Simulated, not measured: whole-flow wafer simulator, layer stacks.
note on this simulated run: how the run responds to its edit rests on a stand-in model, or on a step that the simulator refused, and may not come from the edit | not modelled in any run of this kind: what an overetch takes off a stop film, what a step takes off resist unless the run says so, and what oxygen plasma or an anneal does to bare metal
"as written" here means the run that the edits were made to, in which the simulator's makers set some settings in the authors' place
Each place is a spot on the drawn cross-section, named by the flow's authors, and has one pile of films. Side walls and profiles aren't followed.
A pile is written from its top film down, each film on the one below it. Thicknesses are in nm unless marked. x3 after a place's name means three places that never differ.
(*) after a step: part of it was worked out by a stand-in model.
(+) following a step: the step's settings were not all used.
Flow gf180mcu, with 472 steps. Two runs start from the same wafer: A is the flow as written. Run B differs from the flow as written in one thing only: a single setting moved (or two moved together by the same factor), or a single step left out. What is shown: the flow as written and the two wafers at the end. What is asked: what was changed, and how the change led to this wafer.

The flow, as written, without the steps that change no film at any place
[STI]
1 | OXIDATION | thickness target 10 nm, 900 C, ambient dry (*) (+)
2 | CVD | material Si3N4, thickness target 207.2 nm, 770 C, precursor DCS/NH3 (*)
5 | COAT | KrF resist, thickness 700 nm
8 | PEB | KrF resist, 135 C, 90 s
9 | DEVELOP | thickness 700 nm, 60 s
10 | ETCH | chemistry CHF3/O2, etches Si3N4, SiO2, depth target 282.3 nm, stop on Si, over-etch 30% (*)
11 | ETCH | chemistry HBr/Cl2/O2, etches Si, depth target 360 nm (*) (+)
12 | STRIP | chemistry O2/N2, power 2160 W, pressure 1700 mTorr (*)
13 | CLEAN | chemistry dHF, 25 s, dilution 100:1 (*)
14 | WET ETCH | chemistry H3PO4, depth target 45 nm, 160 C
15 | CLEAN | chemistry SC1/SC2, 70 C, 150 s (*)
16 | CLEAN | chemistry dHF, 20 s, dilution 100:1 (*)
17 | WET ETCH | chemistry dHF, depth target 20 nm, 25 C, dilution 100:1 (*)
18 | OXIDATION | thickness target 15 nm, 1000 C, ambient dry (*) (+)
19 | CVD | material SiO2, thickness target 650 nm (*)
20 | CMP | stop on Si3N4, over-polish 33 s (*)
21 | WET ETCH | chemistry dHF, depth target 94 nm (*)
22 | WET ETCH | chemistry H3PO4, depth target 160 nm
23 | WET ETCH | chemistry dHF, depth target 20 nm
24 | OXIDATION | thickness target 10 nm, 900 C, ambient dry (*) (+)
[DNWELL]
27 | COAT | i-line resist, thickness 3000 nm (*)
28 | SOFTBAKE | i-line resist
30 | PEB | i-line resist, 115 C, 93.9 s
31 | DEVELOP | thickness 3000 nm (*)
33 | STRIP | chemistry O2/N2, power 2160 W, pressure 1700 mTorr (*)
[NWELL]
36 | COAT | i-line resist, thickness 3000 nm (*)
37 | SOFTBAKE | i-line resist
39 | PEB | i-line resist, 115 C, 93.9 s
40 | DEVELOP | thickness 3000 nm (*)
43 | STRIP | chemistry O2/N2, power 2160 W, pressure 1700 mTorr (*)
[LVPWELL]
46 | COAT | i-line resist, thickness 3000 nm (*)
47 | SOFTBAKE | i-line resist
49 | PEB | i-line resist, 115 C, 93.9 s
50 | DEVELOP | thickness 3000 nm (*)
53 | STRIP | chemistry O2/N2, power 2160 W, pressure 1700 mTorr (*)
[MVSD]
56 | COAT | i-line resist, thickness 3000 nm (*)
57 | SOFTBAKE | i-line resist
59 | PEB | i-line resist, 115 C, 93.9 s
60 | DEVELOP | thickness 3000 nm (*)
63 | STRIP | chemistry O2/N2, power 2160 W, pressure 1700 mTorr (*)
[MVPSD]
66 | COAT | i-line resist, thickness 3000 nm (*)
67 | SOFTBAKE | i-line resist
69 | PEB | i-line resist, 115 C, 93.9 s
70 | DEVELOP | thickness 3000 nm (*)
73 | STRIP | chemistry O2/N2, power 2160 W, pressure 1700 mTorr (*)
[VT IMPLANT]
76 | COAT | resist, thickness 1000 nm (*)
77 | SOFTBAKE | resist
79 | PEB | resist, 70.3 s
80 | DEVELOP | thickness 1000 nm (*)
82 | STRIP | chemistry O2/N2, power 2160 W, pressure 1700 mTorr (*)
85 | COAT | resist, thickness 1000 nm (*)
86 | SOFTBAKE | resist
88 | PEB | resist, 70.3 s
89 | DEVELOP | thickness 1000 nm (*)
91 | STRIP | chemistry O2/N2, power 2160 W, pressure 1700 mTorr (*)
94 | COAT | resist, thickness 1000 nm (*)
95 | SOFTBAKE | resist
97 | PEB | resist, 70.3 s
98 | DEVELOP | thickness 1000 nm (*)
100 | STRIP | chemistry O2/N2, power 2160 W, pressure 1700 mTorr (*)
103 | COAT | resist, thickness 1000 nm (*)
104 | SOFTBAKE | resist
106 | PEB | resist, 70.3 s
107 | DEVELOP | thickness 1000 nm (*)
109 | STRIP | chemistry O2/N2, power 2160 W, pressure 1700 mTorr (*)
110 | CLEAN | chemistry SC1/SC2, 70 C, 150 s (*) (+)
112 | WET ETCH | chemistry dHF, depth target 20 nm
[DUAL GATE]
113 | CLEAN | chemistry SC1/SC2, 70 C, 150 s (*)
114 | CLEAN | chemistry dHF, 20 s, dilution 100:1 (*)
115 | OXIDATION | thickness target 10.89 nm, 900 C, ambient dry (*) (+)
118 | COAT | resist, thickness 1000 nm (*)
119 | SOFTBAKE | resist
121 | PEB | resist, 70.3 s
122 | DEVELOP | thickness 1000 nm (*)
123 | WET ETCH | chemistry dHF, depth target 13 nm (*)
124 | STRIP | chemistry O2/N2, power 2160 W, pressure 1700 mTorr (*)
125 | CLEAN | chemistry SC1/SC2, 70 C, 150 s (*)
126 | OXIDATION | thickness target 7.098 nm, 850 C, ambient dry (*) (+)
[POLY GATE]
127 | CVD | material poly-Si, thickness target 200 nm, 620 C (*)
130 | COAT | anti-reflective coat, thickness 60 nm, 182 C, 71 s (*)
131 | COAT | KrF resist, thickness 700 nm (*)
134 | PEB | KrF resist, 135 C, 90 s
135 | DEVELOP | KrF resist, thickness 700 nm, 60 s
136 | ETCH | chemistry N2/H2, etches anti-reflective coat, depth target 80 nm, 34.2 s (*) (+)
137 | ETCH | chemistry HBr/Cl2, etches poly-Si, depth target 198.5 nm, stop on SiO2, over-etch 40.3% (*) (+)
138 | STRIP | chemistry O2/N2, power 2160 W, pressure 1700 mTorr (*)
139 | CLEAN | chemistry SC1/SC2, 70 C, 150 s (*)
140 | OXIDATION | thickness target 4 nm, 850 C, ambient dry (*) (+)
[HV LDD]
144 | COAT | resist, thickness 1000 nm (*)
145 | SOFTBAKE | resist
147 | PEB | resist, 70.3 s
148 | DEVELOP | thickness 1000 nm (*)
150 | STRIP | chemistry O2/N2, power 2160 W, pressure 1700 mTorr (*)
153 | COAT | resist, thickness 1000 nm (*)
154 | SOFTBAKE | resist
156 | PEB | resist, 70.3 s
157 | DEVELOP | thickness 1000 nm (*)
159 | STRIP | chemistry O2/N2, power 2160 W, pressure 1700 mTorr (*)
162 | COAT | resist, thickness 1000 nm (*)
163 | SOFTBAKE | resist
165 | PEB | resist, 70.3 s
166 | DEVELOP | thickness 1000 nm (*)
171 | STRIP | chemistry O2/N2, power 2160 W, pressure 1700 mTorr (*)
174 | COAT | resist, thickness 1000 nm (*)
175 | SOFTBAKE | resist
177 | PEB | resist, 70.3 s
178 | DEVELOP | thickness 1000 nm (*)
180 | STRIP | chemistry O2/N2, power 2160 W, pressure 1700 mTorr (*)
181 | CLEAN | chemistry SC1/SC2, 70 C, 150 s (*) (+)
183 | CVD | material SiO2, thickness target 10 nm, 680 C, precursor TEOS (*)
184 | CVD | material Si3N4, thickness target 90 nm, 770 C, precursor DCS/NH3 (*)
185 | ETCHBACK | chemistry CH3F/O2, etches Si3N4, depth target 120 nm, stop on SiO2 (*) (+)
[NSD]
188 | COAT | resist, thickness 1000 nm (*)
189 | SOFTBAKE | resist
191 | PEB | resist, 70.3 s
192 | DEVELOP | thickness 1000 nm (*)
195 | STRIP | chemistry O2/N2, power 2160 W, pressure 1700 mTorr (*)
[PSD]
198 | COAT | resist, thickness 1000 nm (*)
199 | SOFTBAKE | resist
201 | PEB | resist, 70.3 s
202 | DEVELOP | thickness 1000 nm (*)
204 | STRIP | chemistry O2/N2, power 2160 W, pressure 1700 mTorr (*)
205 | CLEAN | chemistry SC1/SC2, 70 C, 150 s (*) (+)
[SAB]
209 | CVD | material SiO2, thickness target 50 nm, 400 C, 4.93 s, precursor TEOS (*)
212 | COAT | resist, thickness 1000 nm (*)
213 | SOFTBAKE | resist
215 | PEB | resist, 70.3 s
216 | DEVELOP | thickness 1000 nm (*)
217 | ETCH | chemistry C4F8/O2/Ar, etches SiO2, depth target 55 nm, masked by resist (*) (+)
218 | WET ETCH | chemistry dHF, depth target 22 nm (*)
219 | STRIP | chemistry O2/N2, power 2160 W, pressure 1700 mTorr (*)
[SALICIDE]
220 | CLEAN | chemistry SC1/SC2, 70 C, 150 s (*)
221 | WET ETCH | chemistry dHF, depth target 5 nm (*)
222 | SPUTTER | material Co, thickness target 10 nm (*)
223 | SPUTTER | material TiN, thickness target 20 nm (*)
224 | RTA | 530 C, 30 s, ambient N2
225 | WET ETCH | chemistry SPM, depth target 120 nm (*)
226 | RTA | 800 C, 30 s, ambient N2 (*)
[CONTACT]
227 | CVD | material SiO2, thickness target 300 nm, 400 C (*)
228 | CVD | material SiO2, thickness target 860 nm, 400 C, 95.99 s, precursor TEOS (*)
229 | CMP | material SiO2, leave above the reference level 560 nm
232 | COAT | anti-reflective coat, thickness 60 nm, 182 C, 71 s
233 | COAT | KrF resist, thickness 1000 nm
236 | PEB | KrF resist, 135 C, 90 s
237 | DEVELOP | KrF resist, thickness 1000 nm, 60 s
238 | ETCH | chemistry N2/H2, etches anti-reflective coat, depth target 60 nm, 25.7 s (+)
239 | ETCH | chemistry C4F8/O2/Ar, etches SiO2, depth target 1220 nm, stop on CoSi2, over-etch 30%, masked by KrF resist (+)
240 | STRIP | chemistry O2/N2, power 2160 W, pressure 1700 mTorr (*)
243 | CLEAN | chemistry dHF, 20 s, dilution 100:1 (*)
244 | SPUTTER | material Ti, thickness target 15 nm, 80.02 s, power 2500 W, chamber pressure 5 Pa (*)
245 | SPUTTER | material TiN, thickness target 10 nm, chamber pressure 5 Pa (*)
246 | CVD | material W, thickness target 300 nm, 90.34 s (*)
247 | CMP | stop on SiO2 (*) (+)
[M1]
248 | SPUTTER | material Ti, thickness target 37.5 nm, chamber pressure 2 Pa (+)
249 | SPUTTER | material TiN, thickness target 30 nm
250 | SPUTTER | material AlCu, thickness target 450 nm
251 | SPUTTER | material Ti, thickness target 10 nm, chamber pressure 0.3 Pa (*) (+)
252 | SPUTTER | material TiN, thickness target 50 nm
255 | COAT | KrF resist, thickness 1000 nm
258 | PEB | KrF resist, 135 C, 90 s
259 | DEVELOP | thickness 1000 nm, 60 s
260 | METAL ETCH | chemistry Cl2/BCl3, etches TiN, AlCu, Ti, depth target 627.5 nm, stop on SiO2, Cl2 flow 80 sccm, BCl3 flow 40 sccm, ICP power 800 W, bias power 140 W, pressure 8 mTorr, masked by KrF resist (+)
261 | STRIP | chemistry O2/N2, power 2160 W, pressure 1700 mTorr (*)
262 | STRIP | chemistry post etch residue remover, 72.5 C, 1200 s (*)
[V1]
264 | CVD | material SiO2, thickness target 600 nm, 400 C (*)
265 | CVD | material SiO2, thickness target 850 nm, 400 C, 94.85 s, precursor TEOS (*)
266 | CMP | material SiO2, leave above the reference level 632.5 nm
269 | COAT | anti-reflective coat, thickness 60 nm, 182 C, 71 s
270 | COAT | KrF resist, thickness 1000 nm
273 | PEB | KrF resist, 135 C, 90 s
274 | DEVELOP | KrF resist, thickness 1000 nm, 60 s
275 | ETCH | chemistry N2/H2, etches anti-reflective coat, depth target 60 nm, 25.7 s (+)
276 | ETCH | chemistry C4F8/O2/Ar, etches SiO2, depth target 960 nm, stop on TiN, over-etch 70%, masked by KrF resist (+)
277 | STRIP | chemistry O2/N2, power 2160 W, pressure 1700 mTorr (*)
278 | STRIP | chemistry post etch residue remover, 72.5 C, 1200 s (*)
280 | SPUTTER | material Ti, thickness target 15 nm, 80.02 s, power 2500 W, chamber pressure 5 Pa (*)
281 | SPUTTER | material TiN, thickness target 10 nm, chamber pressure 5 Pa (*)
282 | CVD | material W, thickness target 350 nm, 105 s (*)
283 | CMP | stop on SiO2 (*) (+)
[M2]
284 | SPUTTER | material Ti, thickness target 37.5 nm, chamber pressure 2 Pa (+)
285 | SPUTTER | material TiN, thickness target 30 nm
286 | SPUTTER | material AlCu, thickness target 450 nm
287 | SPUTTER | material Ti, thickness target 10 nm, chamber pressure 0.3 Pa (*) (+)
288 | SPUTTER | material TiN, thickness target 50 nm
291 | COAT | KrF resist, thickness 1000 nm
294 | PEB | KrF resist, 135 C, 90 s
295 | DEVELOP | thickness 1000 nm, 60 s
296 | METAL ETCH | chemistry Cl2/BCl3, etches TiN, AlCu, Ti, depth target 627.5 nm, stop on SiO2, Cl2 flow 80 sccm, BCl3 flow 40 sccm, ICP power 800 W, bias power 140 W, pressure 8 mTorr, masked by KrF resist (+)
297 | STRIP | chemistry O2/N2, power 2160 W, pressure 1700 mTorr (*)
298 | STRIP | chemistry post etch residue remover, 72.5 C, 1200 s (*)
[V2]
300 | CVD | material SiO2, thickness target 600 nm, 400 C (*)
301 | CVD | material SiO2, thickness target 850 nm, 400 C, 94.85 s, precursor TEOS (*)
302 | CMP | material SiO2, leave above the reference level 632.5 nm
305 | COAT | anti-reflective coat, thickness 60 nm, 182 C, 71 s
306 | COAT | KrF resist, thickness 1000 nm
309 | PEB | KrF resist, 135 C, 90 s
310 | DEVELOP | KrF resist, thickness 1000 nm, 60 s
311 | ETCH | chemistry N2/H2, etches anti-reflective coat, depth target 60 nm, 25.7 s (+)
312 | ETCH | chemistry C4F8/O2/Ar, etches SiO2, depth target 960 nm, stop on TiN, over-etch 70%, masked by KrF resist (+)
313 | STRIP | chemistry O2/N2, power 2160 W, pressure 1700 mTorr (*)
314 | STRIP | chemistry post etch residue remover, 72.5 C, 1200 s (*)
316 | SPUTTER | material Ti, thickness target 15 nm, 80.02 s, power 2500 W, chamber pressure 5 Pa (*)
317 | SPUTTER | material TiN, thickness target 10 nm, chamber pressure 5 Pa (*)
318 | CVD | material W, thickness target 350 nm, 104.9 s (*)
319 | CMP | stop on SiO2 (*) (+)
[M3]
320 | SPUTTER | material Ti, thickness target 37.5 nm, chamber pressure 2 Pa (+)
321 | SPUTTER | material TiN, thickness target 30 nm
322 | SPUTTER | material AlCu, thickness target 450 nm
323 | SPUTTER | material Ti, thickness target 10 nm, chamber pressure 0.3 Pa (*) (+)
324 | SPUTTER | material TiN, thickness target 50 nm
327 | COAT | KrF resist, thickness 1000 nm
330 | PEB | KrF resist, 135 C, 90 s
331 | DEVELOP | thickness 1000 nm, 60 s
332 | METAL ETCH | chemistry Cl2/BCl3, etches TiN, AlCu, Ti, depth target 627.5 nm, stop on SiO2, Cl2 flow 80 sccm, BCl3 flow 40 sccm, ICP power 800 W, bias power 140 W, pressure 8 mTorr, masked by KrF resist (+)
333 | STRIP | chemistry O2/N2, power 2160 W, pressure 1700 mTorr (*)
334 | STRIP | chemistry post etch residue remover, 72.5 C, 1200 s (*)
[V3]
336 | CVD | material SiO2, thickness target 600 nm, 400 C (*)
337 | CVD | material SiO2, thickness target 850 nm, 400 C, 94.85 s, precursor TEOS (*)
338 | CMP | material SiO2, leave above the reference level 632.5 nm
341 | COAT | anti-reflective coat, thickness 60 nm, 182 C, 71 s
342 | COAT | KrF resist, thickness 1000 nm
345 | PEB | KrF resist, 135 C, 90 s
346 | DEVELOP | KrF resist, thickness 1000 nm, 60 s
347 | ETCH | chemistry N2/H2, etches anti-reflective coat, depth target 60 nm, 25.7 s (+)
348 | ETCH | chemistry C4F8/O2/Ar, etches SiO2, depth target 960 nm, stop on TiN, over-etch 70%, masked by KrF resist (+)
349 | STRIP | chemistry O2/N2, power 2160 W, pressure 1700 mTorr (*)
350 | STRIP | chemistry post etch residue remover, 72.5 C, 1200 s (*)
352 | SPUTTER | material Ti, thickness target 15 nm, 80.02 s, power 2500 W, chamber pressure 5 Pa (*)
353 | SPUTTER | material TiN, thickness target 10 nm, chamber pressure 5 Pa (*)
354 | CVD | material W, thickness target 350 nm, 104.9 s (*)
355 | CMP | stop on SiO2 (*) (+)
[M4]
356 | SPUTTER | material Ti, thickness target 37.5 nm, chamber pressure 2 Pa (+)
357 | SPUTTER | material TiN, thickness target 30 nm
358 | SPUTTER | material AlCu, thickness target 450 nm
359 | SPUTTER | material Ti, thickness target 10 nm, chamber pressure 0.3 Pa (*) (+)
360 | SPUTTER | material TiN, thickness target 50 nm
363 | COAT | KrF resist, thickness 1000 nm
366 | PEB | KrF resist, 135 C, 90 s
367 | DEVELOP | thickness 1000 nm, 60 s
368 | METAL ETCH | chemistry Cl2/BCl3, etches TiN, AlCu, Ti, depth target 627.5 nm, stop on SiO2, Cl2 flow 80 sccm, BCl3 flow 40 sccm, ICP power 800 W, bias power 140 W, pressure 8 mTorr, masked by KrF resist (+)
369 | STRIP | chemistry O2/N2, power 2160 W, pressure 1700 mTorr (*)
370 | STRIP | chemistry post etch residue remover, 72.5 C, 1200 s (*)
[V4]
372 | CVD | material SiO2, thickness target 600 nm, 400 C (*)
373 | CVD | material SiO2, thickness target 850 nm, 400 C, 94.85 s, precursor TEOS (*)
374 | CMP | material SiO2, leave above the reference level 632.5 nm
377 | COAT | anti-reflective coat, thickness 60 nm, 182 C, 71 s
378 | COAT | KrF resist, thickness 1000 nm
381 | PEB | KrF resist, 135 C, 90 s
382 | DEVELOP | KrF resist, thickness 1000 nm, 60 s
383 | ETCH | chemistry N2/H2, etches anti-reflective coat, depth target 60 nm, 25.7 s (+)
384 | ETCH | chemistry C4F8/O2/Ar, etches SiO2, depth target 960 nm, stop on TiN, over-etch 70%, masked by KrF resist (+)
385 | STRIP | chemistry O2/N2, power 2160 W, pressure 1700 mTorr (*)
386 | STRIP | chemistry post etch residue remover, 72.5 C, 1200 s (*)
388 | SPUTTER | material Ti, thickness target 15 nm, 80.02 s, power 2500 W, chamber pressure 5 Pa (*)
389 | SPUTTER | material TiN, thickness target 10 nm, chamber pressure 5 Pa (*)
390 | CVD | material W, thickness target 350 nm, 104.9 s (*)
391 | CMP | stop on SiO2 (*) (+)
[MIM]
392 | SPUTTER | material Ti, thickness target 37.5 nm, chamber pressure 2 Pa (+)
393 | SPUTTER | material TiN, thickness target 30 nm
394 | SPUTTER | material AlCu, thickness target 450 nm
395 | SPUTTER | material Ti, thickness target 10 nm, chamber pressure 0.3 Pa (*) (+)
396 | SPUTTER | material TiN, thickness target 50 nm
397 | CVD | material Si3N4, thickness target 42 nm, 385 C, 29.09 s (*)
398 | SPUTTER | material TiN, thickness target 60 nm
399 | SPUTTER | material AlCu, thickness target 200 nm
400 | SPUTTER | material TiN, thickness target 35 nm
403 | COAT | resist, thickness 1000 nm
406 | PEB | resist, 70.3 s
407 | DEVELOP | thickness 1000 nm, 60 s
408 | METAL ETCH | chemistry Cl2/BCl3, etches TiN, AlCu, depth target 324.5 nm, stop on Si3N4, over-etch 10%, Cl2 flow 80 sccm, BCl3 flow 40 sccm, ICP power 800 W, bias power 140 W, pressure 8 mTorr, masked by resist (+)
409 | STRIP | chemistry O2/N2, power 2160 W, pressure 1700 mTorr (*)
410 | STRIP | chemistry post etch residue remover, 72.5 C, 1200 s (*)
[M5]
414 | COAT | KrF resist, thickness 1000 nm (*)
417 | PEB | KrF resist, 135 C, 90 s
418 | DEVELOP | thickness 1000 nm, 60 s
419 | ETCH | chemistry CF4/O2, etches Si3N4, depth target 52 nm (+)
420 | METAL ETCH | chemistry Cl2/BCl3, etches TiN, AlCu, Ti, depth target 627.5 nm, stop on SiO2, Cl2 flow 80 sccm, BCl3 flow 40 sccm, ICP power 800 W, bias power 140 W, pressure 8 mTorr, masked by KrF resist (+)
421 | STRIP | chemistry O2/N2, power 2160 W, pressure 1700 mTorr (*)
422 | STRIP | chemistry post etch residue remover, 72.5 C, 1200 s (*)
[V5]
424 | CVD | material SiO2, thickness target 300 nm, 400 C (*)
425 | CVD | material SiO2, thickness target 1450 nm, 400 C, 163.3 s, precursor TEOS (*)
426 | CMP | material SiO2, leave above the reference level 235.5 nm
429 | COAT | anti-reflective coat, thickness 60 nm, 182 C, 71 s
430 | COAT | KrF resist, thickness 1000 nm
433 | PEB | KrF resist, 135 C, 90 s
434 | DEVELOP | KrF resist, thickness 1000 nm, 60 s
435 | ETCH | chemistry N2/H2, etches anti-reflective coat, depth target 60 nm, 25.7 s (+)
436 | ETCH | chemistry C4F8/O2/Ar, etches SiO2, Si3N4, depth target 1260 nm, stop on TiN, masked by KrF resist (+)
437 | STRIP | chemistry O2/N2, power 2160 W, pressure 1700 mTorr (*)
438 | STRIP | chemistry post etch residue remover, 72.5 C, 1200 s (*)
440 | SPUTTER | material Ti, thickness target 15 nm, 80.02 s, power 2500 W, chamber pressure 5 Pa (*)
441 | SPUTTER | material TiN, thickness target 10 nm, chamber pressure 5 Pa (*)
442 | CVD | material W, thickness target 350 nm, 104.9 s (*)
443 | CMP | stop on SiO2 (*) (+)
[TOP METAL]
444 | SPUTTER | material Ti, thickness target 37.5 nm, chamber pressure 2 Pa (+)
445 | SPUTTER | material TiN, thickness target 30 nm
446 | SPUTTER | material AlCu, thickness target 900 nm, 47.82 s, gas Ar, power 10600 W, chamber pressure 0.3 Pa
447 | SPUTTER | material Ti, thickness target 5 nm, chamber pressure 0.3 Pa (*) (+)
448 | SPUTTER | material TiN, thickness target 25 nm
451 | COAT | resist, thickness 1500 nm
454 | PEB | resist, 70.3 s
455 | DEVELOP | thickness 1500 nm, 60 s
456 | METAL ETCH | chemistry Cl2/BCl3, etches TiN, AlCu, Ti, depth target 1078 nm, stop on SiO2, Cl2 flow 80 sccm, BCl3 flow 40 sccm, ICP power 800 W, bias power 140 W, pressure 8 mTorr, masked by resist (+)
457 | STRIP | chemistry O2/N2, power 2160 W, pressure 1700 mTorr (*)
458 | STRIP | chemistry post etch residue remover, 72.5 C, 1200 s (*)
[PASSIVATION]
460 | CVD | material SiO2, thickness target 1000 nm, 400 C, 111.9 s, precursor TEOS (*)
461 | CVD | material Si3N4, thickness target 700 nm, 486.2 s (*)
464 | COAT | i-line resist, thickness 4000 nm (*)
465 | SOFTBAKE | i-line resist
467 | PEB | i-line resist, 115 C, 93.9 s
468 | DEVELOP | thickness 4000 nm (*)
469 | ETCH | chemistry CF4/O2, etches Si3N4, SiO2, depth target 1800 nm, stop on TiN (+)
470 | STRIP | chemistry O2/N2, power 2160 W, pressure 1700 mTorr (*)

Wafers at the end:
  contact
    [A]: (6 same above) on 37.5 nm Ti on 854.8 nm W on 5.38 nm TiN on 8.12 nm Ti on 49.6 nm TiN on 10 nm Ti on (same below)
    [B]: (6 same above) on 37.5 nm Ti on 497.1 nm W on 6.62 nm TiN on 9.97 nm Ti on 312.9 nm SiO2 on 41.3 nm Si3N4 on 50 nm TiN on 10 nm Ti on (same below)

Cause: step 436, ETCH: depth target 517 nm was run, though the flow has depth target 1260 nm.

How this came from the change, step by step:
  436 | ETCH | chemistry C4F8/O2/Ar, etches SiO2, Si3N4, depth target 1260 nm, stop on TiN, masked by KrF resist (+)
      contact: A SiO2 loses 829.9 (all of it), Si3N4 loses 41.3 (all of it) | B SiO2 loses 517
      field, field__w1, field__w2 and 108 more: A KrF resist loses 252 | B KrF resist loses 103.4
  437 | STRIP | chemistry O2/N2, power 2160 W, pressure 1700 mTorr (*)
      field, field__w1, field__w2 and 108 more: A KrF resist loses 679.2 (all of it), anti-reflective coat loses 60 (all of it) | B KrF resist loses 827.8 (all of it), anti-reflective coat loses 60 (all of it)
  440 | SPUTTER | material Ti, thickness target 15 nm, 80.02 s, power 2500 W, chamber pressure 5 Pa (*)
      contact: A Ti gains 8.12 (new film) | B Ti gains 9.97 (new film)
  441 | SPUTTER | material TiN, thickness target 10 nm, chamber pressure 5 Pa (*)
      contact: A TiN gains 5.38 (new film) | B TiN gains 6.62 (new film)
  442 | CVD | material W, thickness target 350 nm, 104.9 s (*)
      contact: A W gains 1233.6 (new film) | B W gains 875.9 (new film)
Taking metal films that touch as one body, contact has 2 bodies (between them, from the top down: SiO2 312.9 / Si3N4 41.3); the flow as written gives 1 body.
